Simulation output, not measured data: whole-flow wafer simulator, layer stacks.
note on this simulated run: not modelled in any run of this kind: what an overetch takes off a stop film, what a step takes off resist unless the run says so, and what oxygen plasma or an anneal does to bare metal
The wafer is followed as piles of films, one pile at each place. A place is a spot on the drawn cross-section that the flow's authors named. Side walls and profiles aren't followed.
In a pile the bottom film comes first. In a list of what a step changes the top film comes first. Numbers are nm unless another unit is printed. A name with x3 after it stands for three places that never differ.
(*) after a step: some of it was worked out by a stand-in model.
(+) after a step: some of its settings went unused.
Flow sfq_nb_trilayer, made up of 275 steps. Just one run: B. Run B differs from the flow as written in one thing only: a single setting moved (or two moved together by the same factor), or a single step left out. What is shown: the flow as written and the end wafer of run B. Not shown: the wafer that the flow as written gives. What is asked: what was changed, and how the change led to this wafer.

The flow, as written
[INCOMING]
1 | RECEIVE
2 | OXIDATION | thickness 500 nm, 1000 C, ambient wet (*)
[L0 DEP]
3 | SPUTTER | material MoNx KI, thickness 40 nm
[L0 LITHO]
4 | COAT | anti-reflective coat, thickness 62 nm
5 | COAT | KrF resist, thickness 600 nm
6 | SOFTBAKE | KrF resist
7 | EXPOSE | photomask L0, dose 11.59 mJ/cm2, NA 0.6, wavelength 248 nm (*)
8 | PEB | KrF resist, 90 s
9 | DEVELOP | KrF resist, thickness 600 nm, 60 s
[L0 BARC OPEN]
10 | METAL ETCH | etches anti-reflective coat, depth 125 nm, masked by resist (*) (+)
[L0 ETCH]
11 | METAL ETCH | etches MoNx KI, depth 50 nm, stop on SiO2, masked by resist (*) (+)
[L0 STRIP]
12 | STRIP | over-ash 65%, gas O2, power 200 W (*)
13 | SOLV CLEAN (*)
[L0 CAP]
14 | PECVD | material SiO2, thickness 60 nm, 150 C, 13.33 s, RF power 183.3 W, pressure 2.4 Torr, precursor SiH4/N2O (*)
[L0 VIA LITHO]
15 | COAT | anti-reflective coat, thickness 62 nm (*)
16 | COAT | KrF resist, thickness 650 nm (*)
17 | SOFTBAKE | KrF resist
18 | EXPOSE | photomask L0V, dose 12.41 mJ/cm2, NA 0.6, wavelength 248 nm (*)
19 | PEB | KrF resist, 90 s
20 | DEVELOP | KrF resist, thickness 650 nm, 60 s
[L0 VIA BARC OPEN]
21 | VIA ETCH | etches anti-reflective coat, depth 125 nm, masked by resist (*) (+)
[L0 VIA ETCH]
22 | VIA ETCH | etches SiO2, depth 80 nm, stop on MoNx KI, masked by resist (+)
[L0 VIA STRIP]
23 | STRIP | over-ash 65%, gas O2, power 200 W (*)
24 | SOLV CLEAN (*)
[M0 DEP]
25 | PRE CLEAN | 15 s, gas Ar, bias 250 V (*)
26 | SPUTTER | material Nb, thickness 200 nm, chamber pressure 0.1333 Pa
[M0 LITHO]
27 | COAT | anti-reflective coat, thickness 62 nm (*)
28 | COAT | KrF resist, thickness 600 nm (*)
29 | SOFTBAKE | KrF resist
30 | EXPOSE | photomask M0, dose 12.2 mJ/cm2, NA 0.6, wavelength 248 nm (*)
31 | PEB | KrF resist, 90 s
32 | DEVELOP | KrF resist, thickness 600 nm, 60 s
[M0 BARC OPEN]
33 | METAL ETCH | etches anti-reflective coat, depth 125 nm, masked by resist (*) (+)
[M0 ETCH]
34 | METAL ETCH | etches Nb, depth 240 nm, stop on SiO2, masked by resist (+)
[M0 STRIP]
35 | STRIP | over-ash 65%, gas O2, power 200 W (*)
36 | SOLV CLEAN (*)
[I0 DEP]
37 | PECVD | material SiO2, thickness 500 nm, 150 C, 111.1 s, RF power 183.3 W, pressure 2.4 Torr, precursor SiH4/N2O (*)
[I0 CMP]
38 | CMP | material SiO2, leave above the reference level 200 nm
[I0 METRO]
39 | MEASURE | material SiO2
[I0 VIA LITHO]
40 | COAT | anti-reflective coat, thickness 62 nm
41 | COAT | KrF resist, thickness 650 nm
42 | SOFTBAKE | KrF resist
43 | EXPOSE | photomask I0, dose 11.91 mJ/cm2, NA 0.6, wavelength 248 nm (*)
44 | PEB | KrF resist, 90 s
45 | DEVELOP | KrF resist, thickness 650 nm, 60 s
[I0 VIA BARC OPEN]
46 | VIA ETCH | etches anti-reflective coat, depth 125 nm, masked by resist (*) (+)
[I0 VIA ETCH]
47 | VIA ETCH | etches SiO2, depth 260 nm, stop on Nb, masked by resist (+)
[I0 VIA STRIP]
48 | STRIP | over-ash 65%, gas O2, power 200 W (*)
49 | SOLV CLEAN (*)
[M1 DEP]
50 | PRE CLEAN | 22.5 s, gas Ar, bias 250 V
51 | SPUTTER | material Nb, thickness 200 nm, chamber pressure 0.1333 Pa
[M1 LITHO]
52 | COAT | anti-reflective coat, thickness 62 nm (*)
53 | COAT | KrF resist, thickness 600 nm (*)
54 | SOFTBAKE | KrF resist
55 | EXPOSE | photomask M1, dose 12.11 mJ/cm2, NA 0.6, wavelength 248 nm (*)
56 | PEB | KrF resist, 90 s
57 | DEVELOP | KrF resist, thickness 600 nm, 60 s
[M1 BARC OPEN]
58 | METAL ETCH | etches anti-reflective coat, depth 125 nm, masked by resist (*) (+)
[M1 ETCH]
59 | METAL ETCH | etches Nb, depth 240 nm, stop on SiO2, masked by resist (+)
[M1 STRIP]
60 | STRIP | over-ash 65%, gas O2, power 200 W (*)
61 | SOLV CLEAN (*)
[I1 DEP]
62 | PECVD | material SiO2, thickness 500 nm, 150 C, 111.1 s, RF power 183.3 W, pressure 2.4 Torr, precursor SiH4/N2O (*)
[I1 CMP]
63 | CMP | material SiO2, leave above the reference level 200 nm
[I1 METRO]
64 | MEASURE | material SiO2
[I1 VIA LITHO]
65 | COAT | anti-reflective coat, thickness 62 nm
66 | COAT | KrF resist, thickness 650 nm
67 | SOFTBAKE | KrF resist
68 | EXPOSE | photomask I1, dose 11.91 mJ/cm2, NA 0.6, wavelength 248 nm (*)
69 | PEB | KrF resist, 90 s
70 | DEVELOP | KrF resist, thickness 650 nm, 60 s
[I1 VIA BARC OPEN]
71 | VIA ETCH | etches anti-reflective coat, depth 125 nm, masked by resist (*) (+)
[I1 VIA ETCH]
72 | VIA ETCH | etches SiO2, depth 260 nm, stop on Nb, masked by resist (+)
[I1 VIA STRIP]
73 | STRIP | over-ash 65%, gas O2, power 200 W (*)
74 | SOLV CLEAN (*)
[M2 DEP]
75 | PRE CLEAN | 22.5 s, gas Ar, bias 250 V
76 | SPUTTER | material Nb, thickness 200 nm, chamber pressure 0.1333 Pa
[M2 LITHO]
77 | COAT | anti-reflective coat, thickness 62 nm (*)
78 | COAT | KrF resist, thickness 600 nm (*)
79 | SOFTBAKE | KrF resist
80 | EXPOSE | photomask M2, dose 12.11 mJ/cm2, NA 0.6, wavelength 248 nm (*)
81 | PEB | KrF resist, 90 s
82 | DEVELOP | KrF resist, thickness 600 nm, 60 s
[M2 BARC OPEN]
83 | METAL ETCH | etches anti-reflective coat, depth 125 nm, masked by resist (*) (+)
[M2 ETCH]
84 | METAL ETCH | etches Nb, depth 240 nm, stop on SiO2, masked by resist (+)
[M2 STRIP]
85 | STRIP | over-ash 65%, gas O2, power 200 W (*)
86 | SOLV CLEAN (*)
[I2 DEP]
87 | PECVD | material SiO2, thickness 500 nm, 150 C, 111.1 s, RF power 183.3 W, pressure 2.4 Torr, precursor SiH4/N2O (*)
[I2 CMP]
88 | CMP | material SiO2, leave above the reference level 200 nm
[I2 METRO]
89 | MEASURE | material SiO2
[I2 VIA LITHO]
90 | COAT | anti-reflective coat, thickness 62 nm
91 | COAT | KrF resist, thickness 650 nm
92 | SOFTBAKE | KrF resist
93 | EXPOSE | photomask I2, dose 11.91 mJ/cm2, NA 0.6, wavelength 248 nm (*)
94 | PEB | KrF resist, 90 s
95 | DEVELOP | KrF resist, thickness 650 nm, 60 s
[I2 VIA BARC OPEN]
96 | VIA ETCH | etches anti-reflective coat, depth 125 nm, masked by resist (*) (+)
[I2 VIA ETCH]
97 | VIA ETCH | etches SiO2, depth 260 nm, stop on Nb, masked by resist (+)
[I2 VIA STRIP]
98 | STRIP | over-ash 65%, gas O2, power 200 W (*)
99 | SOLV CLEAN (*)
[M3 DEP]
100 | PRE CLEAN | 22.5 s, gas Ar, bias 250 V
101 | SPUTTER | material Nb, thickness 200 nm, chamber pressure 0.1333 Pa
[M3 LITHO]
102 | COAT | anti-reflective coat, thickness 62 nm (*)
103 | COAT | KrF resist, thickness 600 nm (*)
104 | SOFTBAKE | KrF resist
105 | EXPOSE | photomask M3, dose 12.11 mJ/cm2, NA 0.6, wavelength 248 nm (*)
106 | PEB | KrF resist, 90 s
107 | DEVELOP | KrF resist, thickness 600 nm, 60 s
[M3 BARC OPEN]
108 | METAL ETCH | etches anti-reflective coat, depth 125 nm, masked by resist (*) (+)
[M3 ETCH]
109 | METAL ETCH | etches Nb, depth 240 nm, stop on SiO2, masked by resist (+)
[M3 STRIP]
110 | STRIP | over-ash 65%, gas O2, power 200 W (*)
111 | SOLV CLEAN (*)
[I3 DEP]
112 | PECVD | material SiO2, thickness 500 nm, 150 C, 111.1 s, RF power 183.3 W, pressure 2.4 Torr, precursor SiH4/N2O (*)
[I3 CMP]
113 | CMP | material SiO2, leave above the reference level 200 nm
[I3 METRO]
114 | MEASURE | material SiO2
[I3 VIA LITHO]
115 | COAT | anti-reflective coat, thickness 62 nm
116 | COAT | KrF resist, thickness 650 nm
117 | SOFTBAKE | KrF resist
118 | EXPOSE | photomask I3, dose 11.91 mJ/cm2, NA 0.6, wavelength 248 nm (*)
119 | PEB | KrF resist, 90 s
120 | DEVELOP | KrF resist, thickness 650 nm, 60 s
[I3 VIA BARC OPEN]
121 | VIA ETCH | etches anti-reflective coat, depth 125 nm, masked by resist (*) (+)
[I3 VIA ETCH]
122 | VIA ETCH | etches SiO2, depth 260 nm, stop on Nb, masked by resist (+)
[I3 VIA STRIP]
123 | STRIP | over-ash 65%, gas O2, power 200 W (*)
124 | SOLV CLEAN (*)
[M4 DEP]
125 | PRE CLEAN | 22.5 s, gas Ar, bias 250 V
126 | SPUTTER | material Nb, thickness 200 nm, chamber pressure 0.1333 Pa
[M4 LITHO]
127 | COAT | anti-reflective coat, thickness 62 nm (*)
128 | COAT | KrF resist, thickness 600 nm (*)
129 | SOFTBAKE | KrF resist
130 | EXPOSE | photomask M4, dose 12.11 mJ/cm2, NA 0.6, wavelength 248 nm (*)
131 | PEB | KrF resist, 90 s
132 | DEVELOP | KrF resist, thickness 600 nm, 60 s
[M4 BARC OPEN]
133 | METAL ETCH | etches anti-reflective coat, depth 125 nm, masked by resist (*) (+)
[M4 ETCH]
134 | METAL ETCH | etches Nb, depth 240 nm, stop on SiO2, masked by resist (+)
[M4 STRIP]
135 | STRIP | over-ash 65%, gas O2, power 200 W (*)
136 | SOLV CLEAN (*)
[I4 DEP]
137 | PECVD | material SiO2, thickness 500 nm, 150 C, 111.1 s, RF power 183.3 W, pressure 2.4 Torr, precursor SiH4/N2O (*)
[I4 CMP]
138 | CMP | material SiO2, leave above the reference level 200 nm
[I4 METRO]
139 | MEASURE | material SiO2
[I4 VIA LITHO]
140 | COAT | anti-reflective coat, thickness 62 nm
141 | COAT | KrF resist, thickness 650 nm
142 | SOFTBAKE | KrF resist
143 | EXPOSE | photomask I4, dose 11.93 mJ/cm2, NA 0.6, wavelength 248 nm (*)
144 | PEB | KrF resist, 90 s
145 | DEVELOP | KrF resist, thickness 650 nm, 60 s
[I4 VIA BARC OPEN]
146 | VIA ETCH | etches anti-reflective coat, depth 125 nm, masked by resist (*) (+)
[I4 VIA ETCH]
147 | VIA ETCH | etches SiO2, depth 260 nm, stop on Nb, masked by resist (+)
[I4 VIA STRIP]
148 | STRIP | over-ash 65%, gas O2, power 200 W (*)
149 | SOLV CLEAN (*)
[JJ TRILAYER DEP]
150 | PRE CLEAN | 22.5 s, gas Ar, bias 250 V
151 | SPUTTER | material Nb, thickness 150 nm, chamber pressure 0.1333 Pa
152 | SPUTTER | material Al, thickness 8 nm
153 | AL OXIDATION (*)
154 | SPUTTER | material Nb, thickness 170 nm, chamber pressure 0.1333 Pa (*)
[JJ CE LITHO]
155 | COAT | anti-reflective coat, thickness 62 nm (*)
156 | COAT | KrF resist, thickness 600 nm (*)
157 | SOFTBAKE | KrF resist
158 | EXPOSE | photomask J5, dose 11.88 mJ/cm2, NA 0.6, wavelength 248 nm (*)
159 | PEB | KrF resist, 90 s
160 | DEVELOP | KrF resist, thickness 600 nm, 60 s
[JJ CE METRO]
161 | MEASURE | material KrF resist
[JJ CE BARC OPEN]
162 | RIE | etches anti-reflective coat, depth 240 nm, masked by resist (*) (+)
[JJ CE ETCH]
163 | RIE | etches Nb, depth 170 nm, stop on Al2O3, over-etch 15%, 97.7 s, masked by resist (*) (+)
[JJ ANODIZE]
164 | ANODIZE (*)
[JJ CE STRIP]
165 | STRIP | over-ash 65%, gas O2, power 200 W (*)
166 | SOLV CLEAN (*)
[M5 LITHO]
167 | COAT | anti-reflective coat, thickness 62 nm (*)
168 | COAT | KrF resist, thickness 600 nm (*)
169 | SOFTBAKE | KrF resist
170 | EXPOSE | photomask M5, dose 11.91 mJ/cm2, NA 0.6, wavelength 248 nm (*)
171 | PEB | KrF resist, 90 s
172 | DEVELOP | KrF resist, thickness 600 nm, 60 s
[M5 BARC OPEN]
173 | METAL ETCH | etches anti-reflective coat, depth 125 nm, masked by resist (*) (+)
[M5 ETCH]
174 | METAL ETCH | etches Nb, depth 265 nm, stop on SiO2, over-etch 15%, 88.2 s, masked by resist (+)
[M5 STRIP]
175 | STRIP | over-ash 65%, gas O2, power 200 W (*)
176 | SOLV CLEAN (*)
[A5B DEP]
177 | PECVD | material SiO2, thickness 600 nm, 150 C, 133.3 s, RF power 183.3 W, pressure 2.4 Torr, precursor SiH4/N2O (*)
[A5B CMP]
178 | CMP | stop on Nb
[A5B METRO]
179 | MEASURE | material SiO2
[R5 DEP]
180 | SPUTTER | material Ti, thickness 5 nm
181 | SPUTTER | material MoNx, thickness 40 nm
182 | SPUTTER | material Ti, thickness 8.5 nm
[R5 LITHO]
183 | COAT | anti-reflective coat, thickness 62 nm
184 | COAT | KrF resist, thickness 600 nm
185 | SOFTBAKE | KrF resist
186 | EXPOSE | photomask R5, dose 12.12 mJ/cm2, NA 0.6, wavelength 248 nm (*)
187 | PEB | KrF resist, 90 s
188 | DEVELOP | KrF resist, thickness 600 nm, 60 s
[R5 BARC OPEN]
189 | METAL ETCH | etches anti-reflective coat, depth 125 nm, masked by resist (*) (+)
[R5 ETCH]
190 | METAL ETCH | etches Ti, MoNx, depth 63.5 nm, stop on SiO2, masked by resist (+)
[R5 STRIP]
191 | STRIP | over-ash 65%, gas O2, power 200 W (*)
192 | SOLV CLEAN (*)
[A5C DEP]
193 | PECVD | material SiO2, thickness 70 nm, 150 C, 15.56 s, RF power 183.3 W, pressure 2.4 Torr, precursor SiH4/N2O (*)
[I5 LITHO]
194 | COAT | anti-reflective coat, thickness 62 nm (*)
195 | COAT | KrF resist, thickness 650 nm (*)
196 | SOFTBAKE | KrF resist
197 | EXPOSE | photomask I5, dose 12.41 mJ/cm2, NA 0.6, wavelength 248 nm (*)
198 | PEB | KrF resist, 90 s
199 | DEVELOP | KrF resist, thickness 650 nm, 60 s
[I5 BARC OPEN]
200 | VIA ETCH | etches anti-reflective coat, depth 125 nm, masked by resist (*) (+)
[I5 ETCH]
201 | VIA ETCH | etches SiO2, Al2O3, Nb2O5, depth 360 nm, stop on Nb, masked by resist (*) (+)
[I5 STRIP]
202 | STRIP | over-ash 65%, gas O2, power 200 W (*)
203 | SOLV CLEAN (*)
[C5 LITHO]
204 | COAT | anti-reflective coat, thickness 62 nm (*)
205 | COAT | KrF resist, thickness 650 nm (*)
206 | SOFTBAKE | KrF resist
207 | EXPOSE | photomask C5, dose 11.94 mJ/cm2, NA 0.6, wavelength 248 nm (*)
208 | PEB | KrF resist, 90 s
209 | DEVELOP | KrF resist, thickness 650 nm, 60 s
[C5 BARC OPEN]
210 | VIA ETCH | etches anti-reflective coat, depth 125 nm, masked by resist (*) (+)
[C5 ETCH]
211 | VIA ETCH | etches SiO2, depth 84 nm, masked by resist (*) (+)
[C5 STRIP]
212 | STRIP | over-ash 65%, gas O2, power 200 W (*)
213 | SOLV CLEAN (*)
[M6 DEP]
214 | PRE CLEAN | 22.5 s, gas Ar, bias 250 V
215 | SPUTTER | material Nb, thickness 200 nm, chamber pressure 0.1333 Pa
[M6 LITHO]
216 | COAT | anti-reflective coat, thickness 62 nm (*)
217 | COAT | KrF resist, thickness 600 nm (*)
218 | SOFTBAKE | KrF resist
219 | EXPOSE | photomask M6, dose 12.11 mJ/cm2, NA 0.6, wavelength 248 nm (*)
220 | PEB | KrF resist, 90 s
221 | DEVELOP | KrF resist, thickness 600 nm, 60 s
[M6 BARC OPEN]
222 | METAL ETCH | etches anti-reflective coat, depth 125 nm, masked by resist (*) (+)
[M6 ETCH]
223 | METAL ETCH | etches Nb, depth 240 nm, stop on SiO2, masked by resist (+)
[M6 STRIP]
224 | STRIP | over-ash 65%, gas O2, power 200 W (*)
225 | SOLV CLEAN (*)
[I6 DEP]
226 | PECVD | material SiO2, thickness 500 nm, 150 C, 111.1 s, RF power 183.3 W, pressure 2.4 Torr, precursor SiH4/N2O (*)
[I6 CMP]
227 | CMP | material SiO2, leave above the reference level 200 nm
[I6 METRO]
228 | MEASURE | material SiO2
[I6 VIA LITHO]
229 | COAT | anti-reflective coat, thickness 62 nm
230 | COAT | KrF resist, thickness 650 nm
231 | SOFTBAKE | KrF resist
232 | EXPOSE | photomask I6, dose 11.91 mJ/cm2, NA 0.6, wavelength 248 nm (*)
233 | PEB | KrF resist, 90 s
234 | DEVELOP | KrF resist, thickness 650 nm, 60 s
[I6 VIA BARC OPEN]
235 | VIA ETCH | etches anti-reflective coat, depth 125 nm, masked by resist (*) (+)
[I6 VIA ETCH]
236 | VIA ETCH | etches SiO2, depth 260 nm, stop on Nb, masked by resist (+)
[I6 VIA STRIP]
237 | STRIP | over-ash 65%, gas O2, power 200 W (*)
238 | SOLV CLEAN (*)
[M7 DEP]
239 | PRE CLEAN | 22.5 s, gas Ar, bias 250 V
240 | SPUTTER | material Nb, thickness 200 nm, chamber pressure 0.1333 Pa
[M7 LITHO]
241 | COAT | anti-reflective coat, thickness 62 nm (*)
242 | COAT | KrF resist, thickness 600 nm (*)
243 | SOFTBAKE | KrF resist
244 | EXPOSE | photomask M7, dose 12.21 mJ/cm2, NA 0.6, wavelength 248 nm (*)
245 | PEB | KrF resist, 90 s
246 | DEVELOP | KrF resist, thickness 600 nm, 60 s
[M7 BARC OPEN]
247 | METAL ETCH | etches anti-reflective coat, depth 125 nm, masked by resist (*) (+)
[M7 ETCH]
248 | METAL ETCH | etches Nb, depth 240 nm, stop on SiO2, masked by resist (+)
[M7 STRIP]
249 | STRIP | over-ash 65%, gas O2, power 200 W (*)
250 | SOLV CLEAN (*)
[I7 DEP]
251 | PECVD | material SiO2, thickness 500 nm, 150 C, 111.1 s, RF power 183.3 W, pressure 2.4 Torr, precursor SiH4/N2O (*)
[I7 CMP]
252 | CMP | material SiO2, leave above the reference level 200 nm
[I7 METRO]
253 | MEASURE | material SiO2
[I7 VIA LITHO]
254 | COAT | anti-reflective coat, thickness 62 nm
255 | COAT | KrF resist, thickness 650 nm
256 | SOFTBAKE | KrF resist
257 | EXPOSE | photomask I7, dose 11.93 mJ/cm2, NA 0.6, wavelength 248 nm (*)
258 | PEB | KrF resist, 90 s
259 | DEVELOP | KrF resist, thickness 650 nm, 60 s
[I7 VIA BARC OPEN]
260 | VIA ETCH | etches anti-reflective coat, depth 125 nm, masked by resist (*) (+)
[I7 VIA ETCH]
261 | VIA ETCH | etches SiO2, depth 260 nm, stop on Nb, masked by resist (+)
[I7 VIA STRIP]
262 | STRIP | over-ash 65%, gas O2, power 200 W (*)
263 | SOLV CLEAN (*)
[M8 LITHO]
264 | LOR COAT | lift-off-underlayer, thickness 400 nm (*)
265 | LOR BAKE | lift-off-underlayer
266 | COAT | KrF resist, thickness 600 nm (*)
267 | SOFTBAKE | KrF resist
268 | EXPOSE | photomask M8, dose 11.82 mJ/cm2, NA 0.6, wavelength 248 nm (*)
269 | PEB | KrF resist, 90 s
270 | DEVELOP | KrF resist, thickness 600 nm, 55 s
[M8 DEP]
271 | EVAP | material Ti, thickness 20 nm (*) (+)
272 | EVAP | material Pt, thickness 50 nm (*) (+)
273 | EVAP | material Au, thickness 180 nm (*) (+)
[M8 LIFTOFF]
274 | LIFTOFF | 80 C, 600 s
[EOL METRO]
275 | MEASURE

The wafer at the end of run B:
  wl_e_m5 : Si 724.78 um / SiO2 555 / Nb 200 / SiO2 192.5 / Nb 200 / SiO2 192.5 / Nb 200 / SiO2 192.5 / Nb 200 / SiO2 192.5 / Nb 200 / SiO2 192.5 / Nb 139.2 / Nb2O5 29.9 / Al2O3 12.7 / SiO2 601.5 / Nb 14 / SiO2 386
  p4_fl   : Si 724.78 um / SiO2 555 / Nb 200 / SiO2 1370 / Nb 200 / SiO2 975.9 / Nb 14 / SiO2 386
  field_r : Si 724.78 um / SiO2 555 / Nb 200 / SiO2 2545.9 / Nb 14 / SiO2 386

What caused this: step 248, METAL ETCH: depth 186 nm was run, though the flow has depth 240 nm.

Step by step, how the change led to this:
  248 | METAL ETCH | etches Nb, depth 240 nm, stop on SiO2, masked by resist (+)
      field_l, field_r, lsp_l and 62 more: -186 Nb (in the flow as written it would be: -200 Nb (all of it))
      v_sur, via_wl, via_w and 38 more: -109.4 KrF resist (in the flow as written it would be: -141.2 KrF resist)
  249 | STRIP | over-ash 65%, gas O2, power 200 W (*)
      wl_j_sl, wl_jj, wl_j_sr and 14 more: -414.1 KrF resist (all of it), -62 anti-reflective coat (all of it) (in the flow as written it would be: -382.4 KrF resist (all of it), -62 anti-reflective coat (all of it))
      ln_m5, lsp_m, ln_m6, lsp_r: -413.7 KrF resist (all of it), -61.8 anti-reflective coat (all of it) (in the flow as written it would be: -381.9 KrF resist (all of it), -61.8 anti-reflective coat (all of it))
      (and at 20 other places as well)
  251 | PECVD | material SiO2, thickness 500 nm, 150 C, 111.1 s, RF power 183.3 W, pressure 2.4 Torr, precursor SiH4/N2O (*)
      field_l, p4_fl, p4_fm and 56 more: +500 SiO2 (new film) (in the flow as written it would be: +500 SiO2)
      field_r, lsp_l: +479.2 SiO2 (new film) (in the flow as written it would be: +477.7 SiO2)
      (and at 4 other places as well)
  252 | CMP | material SiO2, leave above the reference level 200 nm
      field_l, p4_fl, p4_fm and 56 more: -114 SiO2 (in the flow as written it would be: -100 SiO2)
      field_r, lsp_l: -93.2 SiO2 (in the flow as written it would be: -77.7 SiO2)
      (and at 2 other places as well)
With metal films that touch counted as one body, wl_e_m5 has 7 bodies (between them, from the top down: SiO2 601.5 / Al2O3 12.7 / Nb2O5 29.9; SiO2 192.5; SiO2 192.5; SiO2 192.5; SiO2 192.5; SiO2 192.5); the flow as written gives 6 bodies (between them, from the top down: SiO2 192.5; SiO2 192.5; SiO2 192.5; SiO2 192.5; SiO2 192.5).
With metal films that touch counted as one body, p4_fl has 3 bodies (between them, from the top down: SiO2 975.9; SiO2 1370); the flow as written gives 2 bodies (between them, from the top down: SiO2 1370).
With metal films that touch counted as one body, field_r has 2 bodies (between them, from the top down: SiO2 2545.9); the flow as written gives 1 body.
